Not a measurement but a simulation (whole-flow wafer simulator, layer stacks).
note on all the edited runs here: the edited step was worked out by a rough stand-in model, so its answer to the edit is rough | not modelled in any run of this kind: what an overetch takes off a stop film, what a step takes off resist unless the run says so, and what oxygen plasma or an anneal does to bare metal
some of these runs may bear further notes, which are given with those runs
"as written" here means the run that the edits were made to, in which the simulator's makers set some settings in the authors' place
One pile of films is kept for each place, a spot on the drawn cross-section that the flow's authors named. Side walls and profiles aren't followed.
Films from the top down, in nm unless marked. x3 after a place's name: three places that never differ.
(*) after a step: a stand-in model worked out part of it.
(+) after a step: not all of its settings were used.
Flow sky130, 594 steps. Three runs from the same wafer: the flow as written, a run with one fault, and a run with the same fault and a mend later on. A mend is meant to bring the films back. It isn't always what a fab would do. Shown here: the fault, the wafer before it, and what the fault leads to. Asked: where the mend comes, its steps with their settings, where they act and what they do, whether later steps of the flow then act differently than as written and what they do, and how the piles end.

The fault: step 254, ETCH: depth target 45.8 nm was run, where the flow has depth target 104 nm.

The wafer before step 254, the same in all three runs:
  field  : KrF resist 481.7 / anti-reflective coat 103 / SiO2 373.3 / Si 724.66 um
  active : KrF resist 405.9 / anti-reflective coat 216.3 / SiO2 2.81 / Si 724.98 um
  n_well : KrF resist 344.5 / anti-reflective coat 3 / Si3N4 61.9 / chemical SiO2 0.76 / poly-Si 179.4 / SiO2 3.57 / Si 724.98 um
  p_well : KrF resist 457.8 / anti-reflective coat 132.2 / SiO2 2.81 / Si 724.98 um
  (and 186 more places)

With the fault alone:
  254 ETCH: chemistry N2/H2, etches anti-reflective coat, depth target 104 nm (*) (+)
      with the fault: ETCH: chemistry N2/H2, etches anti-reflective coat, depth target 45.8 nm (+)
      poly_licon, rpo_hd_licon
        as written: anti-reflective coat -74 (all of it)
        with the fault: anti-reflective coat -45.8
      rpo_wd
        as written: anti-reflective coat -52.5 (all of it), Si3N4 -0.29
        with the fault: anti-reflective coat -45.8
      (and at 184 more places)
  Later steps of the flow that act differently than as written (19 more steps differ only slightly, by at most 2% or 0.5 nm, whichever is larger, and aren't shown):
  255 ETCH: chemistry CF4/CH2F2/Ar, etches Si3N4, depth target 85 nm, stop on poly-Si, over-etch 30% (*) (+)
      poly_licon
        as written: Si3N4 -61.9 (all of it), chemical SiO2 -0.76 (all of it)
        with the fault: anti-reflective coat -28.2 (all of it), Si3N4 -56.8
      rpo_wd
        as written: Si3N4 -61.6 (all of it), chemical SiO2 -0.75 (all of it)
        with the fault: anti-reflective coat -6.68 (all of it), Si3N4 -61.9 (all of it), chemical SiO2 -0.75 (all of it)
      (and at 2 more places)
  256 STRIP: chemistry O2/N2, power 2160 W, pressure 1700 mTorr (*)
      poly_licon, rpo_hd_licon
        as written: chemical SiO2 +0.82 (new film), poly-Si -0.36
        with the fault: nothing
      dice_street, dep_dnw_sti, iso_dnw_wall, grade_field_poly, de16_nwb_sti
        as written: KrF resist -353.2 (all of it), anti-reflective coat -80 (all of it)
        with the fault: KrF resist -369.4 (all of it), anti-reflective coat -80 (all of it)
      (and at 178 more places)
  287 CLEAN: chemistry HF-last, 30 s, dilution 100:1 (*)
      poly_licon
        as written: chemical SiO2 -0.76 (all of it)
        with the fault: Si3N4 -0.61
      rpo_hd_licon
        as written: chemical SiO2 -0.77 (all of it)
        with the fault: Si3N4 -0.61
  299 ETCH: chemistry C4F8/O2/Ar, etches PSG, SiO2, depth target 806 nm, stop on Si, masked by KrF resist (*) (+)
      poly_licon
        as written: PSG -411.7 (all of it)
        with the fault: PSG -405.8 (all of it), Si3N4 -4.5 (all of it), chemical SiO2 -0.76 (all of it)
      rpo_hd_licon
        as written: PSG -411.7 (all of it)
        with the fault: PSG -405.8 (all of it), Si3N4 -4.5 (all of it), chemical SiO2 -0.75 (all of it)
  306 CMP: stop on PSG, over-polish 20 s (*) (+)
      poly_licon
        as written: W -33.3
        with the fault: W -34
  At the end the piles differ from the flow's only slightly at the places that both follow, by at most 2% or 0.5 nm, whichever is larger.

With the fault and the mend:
  The mend comes after step 254.
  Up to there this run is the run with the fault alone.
  254a ETCH: chemistry N2/H2, etches anti-reflective coat, depth target 58.2 nm (+) (the flow's step 254 once more, with other settings)
      field, active, n_well and 180 more
        KrF resist -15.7
      rpo_ln, rpo_hd, rxpo_ln
        Si3N4 -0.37
      poly_licon, rpo_hd_licon
        anti-reflective coat -28.2 (all of it)
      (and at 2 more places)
  No later step of the flow acts differently than as written, at any place that is followed, by more than 2% or 0.5 nm, whichever is larger.
  At the end the piles are the same as the flow's at every place that both follow.
